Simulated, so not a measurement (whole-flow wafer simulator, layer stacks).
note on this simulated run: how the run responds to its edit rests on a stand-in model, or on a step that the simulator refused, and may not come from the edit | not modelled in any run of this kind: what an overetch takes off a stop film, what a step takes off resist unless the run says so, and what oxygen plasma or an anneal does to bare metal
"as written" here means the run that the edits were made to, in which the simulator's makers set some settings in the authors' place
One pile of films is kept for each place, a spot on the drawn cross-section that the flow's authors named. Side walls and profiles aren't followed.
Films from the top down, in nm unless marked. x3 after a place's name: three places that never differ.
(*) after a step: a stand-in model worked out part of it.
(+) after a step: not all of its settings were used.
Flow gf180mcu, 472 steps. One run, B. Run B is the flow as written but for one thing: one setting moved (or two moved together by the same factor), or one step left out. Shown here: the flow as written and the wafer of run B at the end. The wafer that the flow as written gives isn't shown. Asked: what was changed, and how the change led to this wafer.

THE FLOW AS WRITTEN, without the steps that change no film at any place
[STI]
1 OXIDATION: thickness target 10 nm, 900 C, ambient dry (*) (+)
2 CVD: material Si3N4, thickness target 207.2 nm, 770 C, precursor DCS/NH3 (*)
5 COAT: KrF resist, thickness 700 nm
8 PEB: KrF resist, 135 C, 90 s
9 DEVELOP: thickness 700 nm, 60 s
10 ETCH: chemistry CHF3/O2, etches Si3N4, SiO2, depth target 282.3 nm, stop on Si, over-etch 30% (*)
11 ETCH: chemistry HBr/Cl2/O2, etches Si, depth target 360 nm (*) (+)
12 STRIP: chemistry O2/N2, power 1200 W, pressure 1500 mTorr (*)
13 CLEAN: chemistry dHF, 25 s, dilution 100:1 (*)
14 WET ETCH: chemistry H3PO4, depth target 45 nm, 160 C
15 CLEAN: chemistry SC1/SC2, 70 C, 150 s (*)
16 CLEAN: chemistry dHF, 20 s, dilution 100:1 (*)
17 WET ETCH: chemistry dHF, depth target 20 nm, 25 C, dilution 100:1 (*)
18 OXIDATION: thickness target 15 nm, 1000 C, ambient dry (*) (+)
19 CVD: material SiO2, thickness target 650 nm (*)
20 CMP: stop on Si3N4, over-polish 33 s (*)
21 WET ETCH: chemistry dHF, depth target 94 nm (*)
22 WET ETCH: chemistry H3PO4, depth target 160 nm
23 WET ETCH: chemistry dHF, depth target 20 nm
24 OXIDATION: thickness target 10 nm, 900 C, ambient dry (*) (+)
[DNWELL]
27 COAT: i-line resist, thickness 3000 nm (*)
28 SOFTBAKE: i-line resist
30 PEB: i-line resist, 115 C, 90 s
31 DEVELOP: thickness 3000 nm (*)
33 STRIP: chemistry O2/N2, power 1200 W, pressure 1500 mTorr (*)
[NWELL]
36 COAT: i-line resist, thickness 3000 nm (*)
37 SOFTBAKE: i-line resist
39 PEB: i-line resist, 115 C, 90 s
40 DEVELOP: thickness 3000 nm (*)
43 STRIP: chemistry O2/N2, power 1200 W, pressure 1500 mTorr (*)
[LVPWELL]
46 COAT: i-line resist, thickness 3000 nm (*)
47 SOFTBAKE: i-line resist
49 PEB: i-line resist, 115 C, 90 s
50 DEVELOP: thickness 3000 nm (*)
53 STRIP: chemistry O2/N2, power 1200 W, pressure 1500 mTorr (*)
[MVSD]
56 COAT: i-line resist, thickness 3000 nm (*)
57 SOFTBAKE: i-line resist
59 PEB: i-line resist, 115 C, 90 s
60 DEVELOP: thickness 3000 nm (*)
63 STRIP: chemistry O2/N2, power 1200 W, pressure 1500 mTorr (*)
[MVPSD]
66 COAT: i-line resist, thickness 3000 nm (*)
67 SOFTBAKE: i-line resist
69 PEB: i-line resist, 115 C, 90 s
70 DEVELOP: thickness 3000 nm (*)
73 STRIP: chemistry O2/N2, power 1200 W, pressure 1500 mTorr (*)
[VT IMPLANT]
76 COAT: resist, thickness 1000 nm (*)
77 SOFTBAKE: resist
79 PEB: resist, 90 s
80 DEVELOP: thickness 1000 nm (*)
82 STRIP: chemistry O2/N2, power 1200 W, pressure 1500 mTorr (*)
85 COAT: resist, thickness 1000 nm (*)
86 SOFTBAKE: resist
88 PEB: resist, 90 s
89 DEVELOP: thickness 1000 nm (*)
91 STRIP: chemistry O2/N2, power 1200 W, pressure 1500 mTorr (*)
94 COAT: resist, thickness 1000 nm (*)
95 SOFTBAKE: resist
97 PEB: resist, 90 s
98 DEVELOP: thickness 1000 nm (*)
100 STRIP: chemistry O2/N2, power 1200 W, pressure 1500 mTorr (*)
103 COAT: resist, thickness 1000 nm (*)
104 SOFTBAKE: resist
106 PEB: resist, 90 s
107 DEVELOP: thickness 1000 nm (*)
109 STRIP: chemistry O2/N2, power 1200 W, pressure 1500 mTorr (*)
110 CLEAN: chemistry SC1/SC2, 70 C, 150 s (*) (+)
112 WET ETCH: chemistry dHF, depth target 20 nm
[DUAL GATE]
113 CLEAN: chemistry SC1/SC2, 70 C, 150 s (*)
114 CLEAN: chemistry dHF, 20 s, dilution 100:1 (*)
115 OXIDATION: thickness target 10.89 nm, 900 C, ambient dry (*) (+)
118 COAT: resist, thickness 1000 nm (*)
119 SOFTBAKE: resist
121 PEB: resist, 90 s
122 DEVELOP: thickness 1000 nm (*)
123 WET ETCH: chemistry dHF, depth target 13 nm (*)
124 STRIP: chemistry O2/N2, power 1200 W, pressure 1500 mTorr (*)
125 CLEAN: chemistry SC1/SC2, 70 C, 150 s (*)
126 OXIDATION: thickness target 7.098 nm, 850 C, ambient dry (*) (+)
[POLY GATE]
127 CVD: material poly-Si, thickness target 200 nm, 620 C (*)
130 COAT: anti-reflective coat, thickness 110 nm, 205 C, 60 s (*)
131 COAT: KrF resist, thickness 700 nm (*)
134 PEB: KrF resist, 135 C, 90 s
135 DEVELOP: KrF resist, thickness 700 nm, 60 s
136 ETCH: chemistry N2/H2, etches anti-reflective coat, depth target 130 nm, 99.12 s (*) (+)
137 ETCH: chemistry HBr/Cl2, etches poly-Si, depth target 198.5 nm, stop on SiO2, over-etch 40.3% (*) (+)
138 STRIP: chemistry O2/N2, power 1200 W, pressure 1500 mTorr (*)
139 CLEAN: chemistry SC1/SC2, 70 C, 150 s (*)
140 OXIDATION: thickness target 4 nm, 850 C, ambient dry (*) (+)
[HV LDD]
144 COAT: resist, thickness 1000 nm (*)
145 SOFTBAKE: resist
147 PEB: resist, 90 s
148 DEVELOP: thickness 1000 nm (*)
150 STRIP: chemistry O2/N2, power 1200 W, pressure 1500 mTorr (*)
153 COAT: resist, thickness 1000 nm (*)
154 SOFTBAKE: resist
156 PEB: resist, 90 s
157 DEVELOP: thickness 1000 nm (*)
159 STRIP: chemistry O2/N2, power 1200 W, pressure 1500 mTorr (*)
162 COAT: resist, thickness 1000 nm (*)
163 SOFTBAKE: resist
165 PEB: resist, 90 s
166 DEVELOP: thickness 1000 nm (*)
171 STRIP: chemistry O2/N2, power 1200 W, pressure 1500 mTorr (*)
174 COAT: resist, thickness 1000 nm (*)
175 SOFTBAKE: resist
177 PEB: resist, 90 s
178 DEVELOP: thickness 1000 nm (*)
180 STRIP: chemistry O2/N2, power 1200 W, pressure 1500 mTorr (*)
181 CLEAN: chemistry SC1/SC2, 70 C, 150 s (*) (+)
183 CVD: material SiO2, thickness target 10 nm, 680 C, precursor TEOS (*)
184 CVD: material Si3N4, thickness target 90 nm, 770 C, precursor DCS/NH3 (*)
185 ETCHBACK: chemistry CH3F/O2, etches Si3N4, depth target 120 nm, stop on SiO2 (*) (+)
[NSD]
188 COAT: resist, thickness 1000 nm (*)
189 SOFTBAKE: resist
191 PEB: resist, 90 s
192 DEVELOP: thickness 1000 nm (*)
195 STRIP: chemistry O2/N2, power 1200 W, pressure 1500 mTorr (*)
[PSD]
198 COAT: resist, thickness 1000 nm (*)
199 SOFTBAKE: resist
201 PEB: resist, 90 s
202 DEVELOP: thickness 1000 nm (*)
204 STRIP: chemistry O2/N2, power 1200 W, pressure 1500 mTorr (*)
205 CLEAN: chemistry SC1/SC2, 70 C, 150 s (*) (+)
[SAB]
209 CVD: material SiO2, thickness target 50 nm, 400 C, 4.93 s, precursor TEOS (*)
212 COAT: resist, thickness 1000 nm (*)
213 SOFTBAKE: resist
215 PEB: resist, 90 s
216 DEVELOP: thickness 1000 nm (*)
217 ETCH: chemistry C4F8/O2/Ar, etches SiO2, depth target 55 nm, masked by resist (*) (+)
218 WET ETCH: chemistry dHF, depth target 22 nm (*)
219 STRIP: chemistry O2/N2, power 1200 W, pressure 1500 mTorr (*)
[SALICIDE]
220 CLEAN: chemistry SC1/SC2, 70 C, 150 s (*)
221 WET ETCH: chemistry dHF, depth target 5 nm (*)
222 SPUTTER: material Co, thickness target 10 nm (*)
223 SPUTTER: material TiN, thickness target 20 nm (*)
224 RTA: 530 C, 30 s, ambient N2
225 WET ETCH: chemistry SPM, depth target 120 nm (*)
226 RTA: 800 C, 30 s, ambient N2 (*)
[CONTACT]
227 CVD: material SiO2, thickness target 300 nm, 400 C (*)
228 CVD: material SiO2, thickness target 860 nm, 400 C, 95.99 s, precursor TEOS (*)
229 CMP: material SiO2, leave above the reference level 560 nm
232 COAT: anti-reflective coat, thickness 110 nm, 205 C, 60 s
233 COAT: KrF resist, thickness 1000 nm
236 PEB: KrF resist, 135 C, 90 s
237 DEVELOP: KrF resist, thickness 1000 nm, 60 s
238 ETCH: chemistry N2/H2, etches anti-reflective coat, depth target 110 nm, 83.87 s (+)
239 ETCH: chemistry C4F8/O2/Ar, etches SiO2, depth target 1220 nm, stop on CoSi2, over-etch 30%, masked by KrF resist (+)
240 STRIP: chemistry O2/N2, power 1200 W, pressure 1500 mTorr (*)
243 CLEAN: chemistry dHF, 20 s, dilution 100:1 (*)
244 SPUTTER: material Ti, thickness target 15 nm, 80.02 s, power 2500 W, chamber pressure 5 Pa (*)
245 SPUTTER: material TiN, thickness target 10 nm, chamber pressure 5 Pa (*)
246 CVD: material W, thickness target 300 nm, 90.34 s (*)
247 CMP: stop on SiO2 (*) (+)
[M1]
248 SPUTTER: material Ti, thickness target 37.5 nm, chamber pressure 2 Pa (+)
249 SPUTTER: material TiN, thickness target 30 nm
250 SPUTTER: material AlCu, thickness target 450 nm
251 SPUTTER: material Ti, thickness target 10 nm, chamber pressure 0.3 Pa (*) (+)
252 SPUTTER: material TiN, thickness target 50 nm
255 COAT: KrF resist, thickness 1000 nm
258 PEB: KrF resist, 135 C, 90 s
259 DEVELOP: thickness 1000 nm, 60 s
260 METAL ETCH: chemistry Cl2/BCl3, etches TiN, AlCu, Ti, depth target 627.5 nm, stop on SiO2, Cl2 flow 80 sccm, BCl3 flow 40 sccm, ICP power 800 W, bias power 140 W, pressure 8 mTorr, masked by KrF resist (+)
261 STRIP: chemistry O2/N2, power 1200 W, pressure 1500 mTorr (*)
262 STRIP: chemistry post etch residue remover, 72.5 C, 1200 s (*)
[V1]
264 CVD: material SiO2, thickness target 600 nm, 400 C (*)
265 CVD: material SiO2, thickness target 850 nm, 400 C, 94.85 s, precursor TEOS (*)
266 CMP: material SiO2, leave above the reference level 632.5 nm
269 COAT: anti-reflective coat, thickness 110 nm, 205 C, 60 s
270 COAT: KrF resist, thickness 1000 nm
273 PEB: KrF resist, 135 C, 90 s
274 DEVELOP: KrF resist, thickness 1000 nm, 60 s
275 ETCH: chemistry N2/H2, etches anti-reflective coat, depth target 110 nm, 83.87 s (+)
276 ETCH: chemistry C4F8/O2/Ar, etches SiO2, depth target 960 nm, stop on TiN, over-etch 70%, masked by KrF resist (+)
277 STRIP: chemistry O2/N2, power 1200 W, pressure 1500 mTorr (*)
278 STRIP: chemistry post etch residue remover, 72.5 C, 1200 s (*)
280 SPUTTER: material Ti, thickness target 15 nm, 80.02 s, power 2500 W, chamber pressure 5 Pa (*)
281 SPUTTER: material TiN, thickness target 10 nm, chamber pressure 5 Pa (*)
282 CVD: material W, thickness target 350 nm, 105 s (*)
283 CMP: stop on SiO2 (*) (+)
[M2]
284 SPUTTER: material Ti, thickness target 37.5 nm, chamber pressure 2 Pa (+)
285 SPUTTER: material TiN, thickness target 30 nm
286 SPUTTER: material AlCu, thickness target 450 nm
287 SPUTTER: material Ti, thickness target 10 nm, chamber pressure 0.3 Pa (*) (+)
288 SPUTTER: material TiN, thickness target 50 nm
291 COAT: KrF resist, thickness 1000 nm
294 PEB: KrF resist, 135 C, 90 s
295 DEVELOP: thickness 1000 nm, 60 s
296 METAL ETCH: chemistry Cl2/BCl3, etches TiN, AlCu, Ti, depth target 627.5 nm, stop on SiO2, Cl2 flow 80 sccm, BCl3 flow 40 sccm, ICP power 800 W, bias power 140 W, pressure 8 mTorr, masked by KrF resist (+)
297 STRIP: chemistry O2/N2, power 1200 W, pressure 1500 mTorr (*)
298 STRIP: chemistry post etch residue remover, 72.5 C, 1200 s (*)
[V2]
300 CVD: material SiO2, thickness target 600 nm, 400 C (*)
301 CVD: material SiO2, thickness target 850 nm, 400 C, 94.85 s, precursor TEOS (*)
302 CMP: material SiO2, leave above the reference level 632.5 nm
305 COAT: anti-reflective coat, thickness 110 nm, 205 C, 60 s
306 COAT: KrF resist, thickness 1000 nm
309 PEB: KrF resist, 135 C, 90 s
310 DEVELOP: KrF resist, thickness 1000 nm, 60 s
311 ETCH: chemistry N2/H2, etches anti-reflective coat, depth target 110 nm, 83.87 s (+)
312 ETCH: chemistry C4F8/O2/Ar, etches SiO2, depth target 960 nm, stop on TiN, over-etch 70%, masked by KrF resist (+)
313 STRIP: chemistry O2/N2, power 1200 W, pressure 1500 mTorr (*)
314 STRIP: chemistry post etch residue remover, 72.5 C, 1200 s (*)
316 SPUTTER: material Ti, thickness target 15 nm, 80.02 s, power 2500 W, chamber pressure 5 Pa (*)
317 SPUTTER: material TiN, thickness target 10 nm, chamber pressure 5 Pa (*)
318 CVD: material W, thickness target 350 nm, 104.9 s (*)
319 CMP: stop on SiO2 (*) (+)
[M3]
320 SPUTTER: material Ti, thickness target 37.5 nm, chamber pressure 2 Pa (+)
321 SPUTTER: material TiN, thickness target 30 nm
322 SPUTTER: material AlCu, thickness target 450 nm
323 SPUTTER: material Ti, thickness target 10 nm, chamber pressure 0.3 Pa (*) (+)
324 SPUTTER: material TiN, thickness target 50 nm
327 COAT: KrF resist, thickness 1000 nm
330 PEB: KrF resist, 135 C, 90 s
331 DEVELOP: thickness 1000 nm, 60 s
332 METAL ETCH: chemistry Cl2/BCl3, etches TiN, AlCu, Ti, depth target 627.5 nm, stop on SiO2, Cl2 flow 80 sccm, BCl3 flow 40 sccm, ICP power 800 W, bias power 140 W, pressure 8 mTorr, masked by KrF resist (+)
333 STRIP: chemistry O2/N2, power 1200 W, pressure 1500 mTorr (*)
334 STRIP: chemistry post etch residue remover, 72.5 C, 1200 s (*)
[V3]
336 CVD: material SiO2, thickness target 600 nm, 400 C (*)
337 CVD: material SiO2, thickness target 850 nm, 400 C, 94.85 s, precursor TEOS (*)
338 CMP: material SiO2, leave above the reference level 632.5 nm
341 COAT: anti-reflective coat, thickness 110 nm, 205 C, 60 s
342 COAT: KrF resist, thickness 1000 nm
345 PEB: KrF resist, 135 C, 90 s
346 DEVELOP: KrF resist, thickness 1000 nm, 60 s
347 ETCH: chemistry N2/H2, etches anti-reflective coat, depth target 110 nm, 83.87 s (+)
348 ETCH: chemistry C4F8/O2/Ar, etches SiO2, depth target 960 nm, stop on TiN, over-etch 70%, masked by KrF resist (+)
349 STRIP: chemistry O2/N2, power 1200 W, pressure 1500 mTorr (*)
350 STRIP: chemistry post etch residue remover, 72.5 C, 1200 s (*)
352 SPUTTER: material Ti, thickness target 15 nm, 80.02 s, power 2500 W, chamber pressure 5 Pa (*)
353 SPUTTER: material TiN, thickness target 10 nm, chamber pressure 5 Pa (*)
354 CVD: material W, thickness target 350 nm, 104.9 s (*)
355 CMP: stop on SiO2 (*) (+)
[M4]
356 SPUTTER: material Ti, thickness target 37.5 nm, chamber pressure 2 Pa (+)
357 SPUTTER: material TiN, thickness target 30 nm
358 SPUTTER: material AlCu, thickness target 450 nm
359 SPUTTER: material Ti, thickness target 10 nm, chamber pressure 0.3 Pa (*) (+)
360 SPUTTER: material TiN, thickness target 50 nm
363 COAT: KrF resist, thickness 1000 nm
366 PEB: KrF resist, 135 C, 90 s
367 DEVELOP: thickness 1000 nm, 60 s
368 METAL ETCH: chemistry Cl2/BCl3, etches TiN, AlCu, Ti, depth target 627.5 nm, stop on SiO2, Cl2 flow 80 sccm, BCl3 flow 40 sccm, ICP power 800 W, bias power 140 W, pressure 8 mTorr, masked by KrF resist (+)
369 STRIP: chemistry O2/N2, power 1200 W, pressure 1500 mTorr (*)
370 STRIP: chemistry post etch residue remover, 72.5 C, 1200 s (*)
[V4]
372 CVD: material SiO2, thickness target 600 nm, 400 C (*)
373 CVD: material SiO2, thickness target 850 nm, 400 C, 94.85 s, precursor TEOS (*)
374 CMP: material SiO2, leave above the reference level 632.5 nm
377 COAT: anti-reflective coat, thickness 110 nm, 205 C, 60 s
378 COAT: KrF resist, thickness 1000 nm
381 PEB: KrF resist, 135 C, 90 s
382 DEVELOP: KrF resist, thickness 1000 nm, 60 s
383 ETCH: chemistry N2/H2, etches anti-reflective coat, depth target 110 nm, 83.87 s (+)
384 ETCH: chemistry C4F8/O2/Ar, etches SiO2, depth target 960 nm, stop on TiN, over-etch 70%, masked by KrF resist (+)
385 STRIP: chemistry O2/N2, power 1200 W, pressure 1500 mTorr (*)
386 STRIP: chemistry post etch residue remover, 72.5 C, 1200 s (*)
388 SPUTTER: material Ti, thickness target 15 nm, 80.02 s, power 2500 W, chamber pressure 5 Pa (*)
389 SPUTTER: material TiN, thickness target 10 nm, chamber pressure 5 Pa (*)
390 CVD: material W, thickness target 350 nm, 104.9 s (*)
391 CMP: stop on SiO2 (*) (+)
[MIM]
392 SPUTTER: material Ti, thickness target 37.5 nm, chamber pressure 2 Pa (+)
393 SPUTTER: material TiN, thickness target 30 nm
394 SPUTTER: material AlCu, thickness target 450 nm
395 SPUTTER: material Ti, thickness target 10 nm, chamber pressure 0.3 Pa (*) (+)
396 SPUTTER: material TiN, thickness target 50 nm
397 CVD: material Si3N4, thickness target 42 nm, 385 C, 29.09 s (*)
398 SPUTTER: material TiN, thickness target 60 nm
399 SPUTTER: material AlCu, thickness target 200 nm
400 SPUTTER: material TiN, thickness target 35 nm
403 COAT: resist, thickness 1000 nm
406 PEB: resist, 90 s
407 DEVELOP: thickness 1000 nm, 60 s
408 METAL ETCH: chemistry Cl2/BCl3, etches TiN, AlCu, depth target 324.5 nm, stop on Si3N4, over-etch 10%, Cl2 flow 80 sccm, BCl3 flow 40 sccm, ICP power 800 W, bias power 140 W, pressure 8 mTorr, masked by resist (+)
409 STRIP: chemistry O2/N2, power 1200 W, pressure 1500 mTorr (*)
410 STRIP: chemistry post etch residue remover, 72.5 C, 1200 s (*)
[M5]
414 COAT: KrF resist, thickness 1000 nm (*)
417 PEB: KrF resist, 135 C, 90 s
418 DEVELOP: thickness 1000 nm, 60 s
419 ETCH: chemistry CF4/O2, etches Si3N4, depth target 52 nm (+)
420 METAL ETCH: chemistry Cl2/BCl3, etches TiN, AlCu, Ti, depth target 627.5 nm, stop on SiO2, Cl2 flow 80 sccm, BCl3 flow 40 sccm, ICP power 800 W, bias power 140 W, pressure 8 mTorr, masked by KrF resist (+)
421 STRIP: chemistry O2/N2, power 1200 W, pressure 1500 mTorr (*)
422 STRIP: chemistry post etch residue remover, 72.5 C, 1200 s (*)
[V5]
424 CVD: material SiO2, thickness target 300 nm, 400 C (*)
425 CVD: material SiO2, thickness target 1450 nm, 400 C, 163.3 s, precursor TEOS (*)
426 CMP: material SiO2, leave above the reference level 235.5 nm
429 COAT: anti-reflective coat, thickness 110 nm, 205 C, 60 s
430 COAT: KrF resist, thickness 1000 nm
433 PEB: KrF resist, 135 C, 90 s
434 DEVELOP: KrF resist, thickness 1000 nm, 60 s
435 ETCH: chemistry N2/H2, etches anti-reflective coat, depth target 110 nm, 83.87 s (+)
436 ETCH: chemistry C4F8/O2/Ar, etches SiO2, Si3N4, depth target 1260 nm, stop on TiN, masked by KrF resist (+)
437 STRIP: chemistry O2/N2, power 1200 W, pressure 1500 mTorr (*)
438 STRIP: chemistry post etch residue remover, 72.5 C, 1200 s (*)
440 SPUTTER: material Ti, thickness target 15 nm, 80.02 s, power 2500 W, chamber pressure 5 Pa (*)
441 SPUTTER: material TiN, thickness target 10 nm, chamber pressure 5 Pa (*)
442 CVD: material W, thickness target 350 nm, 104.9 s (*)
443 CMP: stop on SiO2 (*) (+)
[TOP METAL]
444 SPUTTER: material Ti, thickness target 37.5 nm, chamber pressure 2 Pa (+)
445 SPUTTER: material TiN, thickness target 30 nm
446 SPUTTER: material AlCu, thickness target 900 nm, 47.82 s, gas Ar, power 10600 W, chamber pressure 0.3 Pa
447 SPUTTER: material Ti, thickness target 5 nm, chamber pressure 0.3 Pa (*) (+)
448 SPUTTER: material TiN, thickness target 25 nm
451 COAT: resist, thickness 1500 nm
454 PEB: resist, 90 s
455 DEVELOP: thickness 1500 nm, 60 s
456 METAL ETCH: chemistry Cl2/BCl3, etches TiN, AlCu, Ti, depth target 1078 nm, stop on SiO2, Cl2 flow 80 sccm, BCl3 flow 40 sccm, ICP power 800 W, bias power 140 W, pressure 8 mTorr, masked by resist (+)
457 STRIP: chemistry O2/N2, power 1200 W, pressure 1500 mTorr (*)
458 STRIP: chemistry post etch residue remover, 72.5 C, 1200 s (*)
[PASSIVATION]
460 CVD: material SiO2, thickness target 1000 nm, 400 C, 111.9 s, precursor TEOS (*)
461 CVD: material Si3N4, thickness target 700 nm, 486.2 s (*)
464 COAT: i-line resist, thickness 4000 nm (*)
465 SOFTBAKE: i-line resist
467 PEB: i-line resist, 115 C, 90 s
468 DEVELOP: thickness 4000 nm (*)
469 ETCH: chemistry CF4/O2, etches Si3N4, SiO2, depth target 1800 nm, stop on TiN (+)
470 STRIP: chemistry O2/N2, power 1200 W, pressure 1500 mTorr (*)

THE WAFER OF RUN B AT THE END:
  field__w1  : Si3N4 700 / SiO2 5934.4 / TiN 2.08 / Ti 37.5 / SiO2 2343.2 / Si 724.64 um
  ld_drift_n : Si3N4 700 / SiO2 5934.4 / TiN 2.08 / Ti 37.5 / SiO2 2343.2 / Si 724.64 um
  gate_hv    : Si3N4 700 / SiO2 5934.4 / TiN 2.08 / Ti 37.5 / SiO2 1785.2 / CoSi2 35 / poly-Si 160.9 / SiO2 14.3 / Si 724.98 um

The cause: step 286, SPUTTER: thickness target 540 nm was run, where the flow has thickness target 450 nm.

How the change led to this, step by step:
  286 SPUTTER: material AlCu, thickness target 450 nm
      field, field__w1, field__w2 and 108 more: AlCu +540 (new film) (as written it would be: AlCu +450 (new film))
  296 METAL ETCH: chemistry Cl2/BCl3, etches TiN, AlCu, Ti, depth target 627.5 nm, stop on SiO2, Cl2 flow 80 sccm, BCl3 flow 40 sccm, ICP power 800 W, bias power 140 W, pressure 8 mTorr, masked by KrF resist (+)
      field, field__w1, field__w2 and 103 more: TiN -50 (all of it), Ti -10 (all of it), AlCu -540 (all of it), TiN -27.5 (as written it would be: TiN -50 (all of it), Ti -10 (all of it), AlCu -450 (all of it), TiN -30 (all of it), Ti -37.5 (all of it))
  300 CVD: material SiO2, thickness target 600 nm, 400 C (*)
      field, field__w1, field__w2 and 103 more: SiO2 +600 (new film) (as written it would be: SiO2 +600)
  302 CMP: material SiO2, leave above the reference level 632.5 nm
      field, field__w1, field__w2 and 103 more: SiO2 -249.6 (as written it would be: SiO2 -300)
Counting metal films that touch as one body, field__w1 has 1 body; the flow as written gives 0 bodies.
Counting metal films that touch as one body, ld_drift_n has 1 body; the flow as written gives 0 bodies.
Counting metal films that touch as one body, gate_hv has 2 bodies (between them, from the top down: SiO2 1785.2); the flow as written gives 1 body.
